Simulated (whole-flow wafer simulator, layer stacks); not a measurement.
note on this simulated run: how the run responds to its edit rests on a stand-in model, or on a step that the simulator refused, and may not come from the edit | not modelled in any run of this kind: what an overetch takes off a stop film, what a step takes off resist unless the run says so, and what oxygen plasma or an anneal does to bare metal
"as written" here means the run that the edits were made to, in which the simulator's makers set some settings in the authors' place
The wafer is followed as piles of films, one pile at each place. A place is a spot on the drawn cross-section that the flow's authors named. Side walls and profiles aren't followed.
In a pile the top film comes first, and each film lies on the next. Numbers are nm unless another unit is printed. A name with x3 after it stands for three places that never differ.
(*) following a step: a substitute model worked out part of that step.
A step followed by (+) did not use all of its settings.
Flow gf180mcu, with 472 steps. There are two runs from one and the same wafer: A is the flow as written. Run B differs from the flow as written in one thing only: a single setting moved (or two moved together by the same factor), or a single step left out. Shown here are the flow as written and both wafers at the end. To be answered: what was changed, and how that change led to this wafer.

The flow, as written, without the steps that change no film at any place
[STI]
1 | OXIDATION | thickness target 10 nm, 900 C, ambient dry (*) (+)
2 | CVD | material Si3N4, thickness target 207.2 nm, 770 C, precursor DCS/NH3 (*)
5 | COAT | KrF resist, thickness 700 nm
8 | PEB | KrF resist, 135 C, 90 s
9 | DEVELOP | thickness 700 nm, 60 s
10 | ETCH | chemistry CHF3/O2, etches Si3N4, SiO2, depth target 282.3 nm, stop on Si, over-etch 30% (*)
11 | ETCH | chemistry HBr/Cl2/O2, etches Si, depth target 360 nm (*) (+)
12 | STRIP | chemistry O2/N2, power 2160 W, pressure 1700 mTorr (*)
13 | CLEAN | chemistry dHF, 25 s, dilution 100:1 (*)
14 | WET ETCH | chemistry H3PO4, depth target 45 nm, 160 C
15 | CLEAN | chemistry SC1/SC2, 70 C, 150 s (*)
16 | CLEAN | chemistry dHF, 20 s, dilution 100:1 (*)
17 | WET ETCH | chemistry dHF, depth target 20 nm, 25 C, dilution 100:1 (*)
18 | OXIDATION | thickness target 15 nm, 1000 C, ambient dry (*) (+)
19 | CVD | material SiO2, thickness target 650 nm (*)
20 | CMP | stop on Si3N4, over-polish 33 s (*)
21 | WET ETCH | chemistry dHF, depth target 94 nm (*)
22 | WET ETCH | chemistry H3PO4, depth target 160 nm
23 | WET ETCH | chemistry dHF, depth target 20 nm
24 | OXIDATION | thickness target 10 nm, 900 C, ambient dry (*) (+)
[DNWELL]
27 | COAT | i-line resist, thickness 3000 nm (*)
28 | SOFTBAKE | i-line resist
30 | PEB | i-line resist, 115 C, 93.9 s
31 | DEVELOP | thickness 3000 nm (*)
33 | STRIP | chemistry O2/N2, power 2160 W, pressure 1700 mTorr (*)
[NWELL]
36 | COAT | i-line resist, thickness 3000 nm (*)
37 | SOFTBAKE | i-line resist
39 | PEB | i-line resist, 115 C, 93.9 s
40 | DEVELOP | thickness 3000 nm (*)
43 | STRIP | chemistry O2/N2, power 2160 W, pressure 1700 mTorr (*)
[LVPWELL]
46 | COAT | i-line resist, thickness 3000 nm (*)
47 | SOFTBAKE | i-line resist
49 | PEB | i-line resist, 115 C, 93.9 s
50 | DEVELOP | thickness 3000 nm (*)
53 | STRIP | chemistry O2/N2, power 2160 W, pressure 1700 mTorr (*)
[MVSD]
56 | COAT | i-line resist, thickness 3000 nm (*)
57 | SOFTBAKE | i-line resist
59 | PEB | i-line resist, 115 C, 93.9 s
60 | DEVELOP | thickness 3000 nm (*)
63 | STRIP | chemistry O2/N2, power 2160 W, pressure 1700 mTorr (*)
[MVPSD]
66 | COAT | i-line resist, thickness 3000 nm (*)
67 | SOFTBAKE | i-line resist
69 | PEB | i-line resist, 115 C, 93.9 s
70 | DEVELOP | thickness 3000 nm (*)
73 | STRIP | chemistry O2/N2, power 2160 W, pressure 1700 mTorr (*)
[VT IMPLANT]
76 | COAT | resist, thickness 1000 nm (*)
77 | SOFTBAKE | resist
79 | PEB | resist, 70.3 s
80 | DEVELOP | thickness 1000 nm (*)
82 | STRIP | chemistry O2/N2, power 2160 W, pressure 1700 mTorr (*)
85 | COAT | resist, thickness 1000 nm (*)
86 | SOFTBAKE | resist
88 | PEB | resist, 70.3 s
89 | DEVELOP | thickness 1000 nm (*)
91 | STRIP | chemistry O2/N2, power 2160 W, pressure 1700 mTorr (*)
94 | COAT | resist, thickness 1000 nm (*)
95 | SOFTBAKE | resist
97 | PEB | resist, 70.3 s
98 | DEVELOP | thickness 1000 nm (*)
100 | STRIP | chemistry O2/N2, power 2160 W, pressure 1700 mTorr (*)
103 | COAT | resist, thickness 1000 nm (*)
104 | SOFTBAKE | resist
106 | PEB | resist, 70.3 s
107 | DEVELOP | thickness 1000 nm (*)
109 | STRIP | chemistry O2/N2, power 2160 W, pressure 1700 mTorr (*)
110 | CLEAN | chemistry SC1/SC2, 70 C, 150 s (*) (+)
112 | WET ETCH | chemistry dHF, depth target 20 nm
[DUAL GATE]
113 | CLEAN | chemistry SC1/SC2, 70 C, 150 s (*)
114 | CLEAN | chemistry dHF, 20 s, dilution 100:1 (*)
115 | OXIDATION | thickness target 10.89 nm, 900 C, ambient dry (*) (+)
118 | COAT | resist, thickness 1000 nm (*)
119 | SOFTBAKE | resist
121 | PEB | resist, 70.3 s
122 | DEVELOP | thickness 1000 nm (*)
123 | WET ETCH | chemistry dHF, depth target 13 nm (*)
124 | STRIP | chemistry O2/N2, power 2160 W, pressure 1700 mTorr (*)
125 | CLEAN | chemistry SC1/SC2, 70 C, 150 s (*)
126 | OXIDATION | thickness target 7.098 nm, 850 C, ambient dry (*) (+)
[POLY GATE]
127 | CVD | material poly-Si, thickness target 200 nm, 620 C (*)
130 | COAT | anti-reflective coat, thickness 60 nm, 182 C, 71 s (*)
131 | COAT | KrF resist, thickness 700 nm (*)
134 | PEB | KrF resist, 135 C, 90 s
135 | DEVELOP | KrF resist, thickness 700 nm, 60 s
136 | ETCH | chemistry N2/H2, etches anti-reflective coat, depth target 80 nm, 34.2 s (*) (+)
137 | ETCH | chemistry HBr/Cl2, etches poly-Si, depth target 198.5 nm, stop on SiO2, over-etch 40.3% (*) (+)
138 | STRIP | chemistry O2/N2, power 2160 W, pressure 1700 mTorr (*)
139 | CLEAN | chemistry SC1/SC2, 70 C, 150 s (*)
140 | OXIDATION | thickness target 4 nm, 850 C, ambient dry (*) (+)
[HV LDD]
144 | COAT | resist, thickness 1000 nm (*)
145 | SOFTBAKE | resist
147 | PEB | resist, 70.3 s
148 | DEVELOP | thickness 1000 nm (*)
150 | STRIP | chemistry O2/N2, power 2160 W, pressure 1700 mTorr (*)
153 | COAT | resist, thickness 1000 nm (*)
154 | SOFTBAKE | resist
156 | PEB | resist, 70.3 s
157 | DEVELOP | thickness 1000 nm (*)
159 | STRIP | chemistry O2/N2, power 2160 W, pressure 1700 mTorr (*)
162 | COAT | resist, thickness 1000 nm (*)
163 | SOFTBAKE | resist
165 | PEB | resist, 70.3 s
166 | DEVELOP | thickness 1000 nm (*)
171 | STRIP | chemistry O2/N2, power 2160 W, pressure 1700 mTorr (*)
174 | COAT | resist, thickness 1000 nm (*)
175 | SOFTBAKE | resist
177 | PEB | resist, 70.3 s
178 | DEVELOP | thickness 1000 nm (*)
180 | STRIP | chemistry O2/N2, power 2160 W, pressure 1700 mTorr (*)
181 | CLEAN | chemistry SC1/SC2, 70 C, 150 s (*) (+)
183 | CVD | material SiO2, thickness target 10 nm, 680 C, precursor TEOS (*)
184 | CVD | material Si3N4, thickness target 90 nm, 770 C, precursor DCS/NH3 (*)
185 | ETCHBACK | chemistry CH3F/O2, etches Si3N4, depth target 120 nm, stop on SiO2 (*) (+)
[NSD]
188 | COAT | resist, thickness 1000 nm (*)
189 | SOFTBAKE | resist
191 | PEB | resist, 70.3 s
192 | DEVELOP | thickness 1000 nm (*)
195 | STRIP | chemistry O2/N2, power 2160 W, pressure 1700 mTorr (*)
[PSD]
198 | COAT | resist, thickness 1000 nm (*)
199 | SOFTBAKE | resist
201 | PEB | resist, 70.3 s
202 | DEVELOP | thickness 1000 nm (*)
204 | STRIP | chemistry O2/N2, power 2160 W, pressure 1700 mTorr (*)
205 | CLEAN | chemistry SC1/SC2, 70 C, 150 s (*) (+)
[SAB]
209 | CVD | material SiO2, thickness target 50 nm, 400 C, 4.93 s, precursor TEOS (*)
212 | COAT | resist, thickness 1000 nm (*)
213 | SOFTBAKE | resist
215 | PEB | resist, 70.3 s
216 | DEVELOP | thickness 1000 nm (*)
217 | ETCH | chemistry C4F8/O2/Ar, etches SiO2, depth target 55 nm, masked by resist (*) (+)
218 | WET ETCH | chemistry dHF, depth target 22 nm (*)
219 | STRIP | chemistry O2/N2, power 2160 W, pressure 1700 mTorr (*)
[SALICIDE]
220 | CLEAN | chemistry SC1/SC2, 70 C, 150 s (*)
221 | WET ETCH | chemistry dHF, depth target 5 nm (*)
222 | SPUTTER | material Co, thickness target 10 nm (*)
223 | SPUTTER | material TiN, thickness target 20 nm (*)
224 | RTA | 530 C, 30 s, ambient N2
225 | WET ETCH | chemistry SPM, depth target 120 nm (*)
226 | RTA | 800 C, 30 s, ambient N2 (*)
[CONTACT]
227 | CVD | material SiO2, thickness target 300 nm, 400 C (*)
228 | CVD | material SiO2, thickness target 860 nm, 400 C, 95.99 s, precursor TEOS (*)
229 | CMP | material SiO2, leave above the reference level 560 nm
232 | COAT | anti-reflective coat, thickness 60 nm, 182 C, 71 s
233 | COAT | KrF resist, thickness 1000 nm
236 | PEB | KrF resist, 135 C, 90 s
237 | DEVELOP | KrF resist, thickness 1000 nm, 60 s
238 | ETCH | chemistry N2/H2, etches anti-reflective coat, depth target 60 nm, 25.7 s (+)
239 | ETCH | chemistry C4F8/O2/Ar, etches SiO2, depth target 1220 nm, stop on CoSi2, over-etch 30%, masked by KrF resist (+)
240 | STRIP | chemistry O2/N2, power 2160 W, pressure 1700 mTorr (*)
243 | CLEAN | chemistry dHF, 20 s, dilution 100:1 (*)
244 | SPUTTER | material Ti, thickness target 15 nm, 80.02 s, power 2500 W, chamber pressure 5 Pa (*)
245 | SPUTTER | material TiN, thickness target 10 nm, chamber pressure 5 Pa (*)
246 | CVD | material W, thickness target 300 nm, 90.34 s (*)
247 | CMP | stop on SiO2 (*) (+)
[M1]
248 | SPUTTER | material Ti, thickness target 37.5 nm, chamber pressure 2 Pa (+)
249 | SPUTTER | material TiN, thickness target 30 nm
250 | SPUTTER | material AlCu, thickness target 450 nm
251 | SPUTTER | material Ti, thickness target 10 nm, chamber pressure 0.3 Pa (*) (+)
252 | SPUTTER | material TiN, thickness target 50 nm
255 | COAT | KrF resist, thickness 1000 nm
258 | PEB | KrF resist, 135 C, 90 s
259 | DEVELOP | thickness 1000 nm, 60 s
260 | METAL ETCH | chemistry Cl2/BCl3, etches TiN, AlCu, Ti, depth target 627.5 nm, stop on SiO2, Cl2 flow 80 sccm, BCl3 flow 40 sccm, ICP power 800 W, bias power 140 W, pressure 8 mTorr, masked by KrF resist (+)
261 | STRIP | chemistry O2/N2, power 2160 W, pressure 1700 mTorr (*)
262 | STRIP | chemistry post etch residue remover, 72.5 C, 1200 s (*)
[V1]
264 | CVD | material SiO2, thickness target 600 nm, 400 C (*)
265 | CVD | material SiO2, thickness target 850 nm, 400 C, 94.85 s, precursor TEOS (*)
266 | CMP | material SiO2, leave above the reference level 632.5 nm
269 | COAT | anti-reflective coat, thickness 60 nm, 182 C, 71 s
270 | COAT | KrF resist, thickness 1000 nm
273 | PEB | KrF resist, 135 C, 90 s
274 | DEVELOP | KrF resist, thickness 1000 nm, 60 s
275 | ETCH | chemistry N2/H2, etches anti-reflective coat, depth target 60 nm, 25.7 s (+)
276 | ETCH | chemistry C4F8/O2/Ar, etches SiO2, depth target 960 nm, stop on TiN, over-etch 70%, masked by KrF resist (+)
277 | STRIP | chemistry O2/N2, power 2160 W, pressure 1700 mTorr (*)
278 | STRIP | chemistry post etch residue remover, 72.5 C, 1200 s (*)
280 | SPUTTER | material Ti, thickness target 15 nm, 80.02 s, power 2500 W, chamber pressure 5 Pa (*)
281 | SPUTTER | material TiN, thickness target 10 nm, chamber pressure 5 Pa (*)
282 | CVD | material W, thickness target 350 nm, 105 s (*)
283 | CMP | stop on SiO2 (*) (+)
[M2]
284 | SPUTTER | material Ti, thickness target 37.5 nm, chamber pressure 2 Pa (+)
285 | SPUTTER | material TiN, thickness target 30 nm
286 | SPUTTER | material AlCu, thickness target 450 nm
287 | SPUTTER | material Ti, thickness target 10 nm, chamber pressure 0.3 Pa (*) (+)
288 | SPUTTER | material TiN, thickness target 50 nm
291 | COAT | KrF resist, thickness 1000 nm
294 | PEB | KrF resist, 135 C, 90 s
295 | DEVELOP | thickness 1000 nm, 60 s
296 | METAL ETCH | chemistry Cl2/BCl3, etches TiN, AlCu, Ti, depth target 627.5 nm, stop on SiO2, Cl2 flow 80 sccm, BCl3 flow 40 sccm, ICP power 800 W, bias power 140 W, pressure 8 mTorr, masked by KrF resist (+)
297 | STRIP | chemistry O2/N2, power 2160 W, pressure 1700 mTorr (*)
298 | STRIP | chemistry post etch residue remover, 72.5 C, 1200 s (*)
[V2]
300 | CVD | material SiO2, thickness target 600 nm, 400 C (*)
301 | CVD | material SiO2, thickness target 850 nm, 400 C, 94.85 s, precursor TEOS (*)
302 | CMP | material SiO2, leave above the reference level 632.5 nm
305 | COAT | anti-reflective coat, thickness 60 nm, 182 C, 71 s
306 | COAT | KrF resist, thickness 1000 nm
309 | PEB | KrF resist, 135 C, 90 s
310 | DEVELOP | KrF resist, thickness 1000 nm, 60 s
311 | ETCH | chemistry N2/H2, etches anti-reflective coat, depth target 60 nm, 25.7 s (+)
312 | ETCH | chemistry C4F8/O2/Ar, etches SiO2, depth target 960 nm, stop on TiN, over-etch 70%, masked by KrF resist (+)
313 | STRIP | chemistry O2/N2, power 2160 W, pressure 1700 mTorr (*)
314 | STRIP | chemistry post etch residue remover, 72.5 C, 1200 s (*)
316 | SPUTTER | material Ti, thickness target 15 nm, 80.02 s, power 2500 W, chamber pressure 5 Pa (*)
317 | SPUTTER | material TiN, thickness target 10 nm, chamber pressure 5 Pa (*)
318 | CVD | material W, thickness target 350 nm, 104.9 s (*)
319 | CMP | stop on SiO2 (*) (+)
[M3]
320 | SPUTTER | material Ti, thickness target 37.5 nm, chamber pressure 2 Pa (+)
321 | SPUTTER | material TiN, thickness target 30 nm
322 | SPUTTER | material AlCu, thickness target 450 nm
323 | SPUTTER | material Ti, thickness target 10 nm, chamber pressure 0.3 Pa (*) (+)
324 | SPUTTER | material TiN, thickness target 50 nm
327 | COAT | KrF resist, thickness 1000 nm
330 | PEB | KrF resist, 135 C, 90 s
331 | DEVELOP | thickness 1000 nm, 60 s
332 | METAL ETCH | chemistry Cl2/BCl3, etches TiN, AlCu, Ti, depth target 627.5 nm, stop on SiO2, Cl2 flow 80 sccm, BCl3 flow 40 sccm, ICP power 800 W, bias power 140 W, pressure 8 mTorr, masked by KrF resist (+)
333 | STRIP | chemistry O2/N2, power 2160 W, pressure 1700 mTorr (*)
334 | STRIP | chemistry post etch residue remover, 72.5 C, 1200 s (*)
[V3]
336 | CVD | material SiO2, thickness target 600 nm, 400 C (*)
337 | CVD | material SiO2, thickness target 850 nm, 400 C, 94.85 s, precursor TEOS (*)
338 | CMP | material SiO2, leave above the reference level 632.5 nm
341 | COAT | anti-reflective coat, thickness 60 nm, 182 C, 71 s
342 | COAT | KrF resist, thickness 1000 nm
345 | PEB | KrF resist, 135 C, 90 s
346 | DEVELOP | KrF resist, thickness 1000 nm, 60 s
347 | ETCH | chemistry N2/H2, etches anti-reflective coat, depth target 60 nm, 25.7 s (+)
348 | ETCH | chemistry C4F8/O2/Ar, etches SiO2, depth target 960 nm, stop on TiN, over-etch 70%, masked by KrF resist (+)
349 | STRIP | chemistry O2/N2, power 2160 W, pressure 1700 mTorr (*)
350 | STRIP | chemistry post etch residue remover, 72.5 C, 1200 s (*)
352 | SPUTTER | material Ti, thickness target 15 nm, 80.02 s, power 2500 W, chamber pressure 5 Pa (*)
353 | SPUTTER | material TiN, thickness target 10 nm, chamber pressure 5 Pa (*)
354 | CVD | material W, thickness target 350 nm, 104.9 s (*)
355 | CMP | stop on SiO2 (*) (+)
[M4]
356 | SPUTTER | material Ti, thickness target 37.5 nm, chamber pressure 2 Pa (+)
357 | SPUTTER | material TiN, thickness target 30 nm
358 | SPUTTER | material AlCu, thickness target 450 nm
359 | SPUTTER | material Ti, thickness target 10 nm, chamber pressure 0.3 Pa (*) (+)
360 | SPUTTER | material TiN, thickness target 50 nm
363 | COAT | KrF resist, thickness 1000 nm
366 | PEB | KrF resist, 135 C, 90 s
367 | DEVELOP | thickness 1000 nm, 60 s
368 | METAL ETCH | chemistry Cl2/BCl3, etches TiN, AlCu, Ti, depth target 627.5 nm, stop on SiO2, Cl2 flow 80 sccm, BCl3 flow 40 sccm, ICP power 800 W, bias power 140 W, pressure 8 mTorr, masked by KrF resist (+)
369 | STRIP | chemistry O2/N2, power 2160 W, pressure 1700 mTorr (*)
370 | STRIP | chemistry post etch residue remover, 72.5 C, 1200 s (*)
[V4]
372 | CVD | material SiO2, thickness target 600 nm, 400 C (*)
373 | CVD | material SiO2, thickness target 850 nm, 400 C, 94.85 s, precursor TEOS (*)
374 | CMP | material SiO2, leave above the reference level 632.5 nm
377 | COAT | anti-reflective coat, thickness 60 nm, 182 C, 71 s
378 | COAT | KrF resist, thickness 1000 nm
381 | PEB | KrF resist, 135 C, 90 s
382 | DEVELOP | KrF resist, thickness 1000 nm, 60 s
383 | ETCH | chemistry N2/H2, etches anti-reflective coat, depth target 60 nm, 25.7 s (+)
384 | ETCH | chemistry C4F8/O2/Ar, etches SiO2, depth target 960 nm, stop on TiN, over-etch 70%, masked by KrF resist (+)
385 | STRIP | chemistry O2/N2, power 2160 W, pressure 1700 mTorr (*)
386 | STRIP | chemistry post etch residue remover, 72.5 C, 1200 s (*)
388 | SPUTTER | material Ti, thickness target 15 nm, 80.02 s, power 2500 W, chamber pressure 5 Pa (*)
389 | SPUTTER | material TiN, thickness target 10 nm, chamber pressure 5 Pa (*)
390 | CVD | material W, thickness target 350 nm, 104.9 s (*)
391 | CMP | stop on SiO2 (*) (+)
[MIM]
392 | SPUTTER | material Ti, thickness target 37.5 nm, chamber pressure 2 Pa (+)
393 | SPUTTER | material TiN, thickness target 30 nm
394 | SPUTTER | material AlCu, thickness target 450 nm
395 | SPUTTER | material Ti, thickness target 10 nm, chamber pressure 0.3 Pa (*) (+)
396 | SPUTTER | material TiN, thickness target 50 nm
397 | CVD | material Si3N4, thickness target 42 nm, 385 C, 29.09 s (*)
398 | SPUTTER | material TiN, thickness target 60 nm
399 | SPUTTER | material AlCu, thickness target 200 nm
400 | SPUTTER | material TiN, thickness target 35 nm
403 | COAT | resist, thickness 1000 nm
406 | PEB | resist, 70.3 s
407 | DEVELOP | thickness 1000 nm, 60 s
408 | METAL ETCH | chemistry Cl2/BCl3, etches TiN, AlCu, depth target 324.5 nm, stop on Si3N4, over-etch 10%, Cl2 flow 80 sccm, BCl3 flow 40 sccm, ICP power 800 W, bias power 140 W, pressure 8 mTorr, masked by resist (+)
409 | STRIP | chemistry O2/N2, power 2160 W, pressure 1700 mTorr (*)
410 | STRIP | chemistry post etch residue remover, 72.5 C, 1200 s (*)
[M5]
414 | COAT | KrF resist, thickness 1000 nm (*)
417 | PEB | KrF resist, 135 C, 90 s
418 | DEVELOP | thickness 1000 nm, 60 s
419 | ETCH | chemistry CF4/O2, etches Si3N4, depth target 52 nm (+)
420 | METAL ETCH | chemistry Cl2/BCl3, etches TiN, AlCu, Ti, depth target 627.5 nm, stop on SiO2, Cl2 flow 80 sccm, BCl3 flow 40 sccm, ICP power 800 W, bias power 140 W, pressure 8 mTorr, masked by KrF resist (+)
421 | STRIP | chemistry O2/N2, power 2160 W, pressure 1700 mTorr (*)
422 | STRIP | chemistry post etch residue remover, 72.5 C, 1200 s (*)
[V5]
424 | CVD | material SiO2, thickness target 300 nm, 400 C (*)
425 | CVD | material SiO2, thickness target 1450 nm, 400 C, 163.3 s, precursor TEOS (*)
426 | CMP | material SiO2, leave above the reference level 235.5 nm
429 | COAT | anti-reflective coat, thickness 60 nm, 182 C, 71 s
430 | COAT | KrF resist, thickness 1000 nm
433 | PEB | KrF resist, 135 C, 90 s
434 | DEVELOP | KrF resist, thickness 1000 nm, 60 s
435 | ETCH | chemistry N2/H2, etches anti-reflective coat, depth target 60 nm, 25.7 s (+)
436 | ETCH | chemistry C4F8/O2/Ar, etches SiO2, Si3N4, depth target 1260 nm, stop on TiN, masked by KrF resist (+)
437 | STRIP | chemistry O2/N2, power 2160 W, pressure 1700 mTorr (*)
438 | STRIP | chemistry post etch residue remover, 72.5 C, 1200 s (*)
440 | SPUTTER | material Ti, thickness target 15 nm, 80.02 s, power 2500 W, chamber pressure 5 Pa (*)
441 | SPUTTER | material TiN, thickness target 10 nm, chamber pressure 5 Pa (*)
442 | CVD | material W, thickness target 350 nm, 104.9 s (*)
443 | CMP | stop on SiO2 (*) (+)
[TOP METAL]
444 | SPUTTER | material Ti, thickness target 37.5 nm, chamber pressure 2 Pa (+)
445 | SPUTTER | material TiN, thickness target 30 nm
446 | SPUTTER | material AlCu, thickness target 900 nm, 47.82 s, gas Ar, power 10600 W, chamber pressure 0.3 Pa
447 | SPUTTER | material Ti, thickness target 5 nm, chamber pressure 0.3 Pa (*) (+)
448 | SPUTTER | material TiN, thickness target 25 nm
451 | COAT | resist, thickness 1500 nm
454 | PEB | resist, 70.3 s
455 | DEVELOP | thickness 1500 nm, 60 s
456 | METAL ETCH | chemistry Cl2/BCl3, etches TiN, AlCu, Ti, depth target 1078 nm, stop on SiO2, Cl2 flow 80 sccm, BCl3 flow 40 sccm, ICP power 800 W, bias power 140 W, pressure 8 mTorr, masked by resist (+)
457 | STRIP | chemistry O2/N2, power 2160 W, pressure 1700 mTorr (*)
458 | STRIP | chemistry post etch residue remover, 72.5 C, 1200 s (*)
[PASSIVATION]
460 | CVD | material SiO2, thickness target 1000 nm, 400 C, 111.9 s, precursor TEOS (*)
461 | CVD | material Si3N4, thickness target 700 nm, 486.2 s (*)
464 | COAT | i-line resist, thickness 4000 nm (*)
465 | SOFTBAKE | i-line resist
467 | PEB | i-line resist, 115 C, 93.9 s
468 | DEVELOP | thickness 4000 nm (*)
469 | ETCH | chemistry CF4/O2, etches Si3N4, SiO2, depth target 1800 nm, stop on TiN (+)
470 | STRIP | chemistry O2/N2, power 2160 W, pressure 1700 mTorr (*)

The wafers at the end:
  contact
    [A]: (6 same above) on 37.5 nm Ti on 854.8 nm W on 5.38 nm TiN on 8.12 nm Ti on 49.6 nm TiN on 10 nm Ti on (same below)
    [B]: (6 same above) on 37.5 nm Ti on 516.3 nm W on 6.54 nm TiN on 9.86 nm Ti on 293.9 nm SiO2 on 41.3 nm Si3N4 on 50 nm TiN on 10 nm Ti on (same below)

The reason: step 436, ETCH: depth target 536 nm was run, while the flow as written has depth target 1260 nm.

How this came from the change, step by step:
  436 | ETCH | chemistry C4F8/O2/Ar, etches SiO2, Si3N4, depth target 1260 nm, stop on TiN, masked by KrF resist (+)
      contact: A SiO2 loses 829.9 (all of it), Si3N4 loses 41.3 (all of it) | B SiO2 loses 536
      field, field__w1, field__w2 and 108 more: A KrF resist loses 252 | B KrF resist loses 107.2
  437 | STRIP | chemistry O2/N2, power 2160 W, pressure 1700 mTorr (*)
      field, field__w1, field__w2 and 108 more: A KrF resist loses 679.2 (all of it), anti-reflective coat loses 60 (all of it) | B KrF resist loses 824 (all of it), anti-reflective coat loses 60 (all of it)
  440 | SPUTTER | material Ti, thickness target 15 nm, 80.02 s, power 2500 W, chamber pressure 5 Pa (*)
      contact: A Ti gains 8.12 (new film) | B Ti gains 9.86 (new film)
  441 | SPUTTER | material TiN, thickness target 10 nm, chamber pressure 5 Pa (*)
      contact: A TiN gains 5.38 (new film) | B TiN gains 6.54 (new film)
  442 | CVD | material W, thickness target 350 nm, 104.9 s (*)
      contact: A W gains 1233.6 (new film) | B W gains 895.1 (new film)
If metal films that touch count as one body, contact has 2 bodies (between them, from the top down: SiO2 293.9 / Si3N4 41.3); the flow as written gives 1 body.
